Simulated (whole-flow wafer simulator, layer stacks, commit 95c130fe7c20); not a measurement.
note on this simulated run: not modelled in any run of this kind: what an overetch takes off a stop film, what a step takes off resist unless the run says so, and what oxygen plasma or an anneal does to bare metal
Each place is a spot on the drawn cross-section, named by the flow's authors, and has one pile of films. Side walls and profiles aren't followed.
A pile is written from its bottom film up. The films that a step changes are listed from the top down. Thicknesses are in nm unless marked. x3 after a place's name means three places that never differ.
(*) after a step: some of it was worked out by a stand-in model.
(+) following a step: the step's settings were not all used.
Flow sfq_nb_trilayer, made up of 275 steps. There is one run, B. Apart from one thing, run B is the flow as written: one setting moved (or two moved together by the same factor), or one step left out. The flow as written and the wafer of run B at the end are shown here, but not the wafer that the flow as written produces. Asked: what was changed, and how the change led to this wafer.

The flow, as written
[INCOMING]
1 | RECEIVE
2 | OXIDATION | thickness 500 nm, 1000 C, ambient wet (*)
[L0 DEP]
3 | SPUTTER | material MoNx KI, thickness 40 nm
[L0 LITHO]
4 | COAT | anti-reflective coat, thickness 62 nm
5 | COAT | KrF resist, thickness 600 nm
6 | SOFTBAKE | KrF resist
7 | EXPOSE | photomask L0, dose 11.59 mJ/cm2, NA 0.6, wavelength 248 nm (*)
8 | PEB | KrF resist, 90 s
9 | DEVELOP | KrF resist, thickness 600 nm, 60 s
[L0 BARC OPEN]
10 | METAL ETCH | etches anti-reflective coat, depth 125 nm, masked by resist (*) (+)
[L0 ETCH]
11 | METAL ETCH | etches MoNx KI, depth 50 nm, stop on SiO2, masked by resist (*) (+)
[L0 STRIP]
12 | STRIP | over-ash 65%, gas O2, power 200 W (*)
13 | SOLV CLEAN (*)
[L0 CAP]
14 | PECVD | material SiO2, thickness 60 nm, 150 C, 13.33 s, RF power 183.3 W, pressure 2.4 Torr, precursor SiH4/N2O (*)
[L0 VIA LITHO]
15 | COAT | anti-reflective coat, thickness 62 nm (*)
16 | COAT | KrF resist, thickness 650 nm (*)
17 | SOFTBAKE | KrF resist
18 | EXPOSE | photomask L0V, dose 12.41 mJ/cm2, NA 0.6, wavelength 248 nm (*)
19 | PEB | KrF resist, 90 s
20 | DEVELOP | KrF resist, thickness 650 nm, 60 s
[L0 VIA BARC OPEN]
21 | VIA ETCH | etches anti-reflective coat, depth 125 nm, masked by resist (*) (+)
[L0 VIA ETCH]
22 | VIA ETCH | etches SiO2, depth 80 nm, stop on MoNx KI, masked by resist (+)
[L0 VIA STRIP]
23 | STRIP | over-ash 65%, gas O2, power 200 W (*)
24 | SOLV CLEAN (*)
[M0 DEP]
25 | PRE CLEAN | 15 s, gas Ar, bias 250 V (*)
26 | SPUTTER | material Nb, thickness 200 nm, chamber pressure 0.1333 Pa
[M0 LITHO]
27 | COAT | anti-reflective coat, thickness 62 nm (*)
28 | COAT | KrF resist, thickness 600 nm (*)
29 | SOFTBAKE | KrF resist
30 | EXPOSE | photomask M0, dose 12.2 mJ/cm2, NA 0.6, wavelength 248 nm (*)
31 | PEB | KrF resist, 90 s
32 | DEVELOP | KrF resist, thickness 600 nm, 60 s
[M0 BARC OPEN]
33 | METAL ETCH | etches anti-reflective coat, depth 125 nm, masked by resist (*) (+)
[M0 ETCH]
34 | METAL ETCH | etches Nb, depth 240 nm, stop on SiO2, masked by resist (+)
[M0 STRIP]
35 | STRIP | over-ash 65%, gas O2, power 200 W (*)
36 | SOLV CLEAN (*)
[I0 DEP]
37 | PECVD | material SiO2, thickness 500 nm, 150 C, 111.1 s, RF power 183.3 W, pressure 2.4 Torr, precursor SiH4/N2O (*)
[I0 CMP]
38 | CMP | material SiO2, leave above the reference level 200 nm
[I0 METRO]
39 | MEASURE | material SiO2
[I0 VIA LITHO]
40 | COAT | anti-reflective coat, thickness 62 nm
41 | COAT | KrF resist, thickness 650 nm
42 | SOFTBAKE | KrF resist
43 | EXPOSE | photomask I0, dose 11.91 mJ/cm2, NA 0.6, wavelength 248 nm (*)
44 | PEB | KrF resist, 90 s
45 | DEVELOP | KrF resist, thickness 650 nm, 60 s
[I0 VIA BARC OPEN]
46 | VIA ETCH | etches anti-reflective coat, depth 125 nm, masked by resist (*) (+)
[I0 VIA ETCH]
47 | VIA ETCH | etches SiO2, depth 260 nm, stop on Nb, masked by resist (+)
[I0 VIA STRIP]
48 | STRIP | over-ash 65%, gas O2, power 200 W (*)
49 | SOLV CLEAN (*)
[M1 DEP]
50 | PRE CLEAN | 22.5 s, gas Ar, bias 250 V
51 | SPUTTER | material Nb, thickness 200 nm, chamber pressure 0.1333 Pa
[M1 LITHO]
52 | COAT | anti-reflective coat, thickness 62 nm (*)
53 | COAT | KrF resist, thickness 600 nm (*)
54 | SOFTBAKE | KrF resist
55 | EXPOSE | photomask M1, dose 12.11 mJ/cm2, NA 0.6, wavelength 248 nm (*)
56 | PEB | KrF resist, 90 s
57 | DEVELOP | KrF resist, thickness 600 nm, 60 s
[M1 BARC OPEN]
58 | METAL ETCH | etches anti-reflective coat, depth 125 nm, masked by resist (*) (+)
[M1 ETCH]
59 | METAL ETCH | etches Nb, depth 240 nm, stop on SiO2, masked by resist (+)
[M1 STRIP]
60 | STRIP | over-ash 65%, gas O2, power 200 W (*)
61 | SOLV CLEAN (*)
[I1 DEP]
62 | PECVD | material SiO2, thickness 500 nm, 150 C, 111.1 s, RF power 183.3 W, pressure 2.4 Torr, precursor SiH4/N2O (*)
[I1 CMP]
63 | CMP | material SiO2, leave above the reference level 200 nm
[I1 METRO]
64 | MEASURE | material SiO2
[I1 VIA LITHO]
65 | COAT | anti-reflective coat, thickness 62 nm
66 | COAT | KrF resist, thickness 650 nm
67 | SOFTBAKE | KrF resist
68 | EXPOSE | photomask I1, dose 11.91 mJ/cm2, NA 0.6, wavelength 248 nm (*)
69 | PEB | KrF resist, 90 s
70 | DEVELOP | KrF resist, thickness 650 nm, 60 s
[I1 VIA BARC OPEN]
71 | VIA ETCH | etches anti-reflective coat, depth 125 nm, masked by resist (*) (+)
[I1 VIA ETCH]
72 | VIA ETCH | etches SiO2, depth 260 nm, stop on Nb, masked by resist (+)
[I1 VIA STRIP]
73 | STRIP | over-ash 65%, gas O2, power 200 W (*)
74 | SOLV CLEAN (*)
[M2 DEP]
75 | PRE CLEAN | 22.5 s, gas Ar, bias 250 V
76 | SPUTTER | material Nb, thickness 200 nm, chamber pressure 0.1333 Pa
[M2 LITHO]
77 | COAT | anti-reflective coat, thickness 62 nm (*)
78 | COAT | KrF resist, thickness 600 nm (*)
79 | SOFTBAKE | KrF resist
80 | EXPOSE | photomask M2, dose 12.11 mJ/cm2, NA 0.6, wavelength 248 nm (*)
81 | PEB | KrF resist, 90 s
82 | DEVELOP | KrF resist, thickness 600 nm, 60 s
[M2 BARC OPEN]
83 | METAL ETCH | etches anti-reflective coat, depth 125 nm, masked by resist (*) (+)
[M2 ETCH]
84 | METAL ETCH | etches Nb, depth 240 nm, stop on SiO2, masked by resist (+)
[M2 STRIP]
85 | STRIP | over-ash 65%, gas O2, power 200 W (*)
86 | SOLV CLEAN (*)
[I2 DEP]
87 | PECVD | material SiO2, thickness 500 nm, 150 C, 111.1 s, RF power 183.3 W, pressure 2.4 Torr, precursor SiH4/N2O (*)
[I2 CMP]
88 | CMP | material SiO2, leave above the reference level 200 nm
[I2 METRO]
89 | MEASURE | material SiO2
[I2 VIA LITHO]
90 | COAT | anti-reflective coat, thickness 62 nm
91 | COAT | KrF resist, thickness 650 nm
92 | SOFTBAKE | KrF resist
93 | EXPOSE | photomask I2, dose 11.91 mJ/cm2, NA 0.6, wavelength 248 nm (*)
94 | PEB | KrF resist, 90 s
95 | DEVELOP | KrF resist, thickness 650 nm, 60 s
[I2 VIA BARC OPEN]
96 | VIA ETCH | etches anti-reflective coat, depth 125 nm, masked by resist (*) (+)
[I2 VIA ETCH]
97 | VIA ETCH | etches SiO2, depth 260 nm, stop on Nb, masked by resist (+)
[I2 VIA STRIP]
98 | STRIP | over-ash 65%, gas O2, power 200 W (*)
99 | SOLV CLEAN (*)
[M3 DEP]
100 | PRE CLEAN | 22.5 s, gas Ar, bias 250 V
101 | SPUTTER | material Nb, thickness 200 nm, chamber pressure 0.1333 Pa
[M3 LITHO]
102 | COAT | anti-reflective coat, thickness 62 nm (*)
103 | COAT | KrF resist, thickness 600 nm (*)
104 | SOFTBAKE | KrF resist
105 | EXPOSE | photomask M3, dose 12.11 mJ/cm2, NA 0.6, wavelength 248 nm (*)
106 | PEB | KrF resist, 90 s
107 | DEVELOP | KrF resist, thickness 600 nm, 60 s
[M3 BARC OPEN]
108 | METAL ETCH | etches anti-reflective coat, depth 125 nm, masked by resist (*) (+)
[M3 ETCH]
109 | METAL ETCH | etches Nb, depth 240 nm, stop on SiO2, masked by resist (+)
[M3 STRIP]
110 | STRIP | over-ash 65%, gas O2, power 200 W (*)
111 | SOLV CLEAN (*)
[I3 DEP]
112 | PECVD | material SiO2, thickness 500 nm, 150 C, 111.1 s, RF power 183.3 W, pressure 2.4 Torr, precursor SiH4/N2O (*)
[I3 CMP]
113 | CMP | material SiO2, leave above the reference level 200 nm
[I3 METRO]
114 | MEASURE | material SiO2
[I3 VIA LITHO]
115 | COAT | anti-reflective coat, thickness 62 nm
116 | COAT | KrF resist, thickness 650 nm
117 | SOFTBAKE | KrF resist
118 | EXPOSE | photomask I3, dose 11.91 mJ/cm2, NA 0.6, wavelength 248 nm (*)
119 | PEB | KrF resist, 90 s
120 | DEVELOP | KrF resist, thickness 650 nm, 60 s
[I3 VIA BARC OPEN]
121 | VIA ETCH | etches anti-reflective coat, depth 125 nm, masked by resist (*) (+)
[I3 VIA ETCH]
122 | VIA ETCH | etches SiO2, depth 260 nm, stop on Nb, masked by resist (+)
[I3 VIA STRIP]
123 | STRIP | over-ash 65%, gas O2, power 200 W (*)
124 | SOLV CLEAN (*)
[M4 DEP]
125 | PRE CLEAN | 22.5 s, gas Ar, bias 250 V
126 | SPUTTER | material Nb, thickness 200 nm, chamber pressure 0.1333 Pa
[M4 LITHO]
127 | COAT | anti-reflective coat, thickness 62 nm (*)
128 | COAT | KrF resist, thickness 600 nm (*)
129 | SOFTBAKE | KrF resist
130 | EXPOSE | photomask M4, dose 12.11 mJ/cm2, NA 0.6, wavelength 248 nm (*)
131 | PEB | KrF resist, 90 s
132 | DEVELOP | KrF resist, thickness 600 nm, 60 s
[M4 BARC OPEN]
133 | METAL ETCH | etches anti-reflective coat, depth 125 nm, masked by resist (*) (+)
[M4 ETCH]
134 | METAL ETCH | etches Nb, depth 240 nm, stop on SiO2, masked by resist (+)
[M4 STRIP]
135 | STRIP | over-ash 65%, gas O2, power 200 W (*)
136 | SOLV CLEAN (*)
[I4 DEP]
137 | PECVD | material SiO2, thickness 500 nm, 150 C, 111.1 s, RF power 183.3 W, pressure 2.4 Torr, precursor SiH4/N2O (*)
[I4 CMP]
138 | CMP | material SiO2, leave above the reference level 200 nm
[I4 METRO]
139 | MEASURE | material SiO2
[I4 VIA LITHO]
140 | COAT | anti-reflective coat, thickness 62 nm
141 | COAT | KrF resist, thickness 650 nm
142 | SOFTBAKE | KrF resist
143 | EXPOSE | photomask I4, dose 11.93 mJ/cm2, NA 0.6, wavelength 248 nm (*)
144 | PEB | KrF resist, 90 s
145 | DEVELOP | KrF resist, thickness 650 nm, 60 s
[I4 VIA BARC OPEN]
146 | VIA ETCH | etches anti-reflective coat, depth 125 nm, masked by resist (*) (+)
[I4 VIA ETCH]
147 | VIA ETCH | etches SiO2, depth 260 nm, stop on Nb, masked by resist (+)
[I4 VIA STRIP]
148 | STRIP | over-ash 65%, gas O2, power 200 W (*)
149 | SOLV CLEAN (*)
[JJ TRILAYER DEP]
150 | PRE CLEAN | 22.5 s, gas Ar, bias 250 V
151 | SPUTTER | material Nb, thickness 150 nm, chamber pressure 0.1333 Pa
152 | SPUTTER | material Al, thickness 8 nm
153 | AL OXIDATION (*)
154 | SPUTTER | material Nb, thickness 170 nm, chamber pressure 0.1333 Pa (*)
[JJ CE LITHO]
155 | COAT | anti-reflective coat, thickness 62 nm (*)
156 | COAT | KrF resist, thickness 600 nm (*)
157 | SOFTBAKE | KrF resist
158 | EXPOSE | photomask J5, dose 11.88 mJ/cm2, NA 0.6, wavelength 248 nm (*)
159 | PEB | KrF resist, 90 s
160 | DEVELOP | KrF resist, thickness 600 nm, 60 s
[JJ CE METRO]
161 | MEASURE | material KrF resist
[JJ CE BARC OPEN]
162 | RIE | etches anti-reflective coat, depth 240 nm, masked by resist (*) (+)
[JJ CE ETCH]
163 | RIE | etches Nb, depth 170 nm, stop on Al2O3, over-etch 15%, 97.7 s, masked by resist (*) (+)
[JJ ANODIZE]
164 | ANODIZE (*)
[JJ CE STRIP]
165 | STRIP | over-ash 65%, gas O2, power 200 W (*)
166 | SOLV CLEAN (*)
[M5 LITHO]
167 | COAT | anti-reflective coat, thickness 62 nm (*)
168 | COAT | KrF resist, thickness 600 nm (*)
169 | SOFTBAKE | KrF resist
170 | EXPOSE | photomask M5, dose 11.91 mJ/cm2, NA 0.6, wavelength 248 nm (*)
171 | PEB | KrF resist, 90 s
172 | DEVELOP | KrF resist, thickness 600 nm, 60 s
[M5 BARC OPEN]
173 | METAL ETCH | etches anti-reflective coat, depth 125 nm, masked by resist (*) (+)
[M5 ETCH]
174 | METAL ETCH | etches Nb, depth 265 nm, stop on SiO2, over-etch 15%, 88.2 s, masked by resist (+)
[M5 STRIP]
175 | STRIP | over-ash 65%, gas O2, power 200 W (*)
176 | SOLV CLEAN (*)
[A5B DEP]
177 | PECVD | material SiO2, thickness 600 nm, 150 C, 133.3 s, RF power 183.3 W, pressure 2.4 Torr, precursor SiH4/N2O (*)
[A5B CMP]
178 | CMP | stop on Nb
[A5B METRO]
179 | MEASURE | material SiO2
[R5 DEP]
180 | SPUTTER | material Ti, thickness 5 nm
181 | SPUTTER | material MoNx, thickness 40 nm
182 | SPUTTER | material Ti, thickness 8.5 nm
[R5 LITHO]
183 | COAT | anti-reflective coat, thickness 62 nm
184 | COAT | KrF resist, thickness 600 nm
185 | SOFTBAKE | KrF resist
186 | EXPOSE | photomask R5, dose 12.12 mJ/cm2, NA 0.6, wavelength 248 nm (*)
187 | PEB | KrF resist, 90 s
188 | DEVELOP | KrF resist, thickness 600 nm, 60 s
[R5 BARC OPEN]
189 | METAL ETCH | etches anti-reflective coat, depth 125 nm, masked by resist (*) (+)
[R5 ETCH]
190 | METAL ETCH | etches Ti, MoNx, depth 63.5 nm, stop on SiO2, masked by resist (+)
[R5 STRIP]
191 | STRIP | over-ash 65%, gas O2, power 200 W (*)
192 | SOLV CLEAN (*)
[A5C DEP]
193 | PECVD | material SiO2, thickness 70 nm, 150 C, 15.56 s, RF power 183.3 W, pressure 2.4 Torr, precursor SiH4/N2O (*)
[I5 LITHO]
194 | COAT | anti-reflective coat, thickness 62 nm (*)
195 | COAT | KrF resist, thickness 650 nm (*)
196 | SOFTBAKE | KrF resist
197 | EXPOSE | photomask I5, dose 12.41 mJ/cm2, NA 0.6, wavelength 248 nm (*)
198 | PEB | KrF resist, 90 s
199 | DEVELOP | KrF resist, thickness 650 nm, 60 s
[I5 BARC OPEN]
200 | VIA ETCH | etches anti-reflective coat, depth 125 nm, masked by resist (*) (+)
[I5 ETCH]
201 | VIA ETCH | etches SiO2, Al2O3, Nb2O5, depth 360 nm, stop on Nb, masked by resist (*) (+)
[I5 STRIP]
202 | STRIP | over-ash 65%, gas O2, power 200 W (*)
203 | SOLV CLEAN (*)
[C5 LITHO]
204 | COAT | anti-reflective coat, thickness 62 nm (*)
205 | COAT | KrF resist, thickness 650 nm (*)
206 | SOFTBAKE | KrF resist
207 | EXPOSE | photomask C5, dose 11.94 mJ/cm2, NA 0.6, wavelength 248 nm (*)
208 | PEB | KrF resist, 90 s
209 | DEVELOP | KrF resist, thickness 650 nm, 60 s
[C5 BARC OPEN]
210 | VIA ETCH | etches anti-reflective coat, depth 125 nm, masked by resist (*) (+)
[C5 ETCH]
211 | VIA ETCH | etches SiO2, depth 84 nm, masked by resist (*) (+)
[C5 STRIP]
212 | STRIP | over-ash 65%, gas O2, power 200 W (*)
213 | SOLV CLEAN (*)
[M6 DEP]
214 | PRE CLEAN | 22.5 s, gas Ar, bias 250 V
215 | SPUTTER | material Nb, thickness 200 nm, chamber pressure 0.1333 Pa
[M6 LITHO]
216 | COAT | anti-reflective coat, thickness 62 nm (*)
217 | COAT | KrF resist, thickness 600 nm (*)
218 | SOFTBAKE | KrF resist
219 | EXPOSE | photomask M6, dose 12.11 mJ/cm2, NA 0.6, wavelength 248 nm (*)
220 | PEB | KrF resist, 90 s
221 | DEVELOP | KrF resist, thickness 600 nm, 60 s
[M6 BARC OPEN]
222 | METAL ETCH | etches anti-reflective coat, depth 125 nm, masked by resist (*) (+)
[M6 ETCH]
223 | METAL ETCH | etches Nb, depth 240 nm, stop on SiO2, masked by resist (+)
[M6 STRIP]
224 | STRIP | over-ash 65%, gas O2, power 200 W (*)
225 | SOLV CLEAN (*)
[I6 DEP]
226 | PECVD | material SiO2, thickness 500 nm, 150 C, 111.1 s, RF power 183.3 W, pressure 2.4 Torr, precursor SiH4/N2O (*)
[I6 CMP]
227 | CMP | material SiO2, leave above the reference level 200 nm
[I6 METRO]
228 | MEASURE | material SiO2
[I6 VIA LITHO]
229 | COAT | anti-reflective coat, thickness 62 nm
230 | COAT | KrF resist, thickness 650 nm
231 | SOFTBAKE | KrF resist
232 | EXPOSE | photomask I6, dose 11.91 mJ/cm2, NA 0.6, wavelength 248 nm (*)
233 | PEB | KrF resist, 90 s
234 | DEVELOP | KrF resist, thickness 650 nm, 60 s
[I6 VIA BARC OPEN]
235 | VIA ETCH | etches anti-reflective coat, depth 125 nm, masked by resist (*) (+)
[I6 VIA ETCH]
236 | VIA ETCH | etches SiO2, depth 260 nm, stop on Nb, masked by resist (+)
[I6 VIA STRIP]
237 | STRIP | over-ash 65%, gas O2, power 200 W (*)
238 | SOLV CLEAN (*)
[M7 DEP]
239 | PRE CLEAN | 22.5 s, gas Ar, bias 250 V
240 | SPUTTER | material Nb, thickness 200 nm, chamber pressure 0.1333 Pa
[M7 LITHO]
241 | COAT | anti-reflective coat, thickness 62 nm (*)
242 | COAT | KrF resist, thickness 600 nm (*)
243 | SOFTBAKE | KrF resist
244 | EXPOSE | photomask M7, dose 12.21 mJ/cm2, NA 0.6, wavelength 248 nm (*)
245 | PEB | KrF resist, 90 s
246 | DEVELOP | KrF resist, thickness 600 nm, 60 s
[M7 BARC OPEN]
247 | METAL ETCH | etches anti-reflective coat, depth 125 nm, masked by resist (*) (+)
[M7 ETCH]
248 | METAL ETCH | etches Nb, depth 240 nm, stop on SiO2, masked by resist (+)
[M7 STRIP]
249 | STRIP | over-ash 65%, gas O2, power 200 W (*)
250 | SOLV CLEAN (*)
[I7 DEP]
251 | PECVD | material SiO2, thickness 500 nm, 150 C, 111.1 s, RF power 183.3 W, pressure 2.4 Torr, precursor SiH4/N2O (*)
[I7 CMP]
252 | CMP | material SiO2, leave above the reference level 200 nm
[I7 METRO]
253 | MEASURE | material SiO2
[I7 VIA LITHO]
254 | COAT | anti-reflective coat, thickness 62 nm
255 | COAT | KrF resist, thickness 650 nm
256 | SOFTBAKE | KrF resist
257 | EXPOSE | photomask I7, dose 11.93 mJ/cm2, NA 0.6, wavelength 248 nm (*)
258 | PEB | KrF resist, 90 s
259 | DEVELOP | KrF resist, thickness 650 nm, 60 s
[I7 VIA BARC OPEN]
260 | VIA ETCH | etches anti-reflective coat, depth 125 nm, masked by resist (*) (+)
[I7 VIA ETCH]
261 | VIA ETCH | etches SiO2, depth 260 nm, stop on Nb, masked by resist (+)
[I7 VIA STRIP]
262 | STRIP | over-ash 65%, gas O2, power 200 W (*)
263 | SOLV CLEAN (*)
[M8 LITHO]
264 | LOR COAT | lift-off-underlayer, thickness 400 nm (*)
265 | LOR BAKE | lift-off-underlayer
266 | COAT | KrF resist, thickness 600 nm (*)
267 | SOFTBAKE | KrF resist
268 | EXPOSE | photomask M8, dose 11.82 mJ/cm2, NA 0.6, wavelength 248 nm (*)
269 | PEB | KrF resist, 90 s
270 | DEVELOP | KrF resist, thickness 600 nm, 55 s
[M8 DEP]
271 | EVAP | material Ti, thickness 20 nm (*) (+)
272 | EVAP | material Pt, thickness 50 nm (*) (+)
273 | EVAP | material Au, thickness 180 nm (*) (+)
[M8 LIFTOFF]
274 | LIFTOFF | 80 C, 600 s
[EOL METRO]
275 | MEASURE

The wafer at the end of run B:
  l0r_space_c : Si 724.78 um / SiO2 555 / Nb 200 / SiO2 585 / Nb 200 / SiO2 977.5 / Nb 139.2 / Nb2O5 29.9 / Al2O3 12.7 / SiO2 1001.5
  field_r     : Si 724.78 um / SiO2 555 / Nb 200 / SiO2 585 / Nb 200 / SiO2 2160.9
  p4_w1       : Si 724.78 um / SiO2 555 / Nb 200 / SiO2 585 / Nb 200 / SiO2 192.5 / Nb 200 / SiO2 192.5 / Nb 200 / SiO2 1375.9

What caused this: step 84, METAL ETCH: etches Nb, depth 240 nm, stop on SiO2, masked by resist (+), was omitted.

Step by step, how the change led to this:
  85 | STRIP | over-ash 65%, gas O2, power 200 W (*)
      wl_j_sl, wl_jj, wl_j_sr and 12 more: KrF resist loses 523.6 (all of it), anti-reflective coat loses 62 (all of it) (it would be, as written: KrF resist loses 382.4 (all of it), anti-reflective coat loses 62 (all of it))
      v_sur: KrF resist loses 521.2 (all of it), anti-reflective coat loses 61.4 (all of it) (it would be, as written: KrF resist loses 380 (all of it), anti-reflective coat loses 61.4 (all of it))
      (and at 6 other places as well)
  87 | PECVD | material SiO2, thickness 500 nm, 150 C, 111.1 s, RF power 183.3 W, pressure 2.4 Torr, precursor SiH4/N2O (*)
      field_l, be, be_sur and 81 more: SiO2 gains 500 (new film) (it would be, as written: SiO2 gains 500)
  88 | CMP | material SiO2, leave above the reference level 200 nm
      field_l, be, be_sur and 81 more: SiO2 loses 300 (it would be, as written: SiO2 loses 100)
Taking metal films that touch as one body, l0r_space_c has 3 bodies (between them, from the top down: SiO2 977.5; SiO2 585); the flow as written gives 2 bodies (between them, from the top down: SiO2 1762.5).
Taking metal films that touch as one body, field_r has 2 bodies (between them, from the top down: SiO2 585); the flow as written gives 1 body.
Taking metal films that touch as one body, p4_w1 has 4 bodies (between them, from the top down: SiO2 192.5; SiO2 192.5; SiO2 585); the flow as written gives 3 bodies (between them, from the top down: SiO2 192.5; SiO2 977.5).
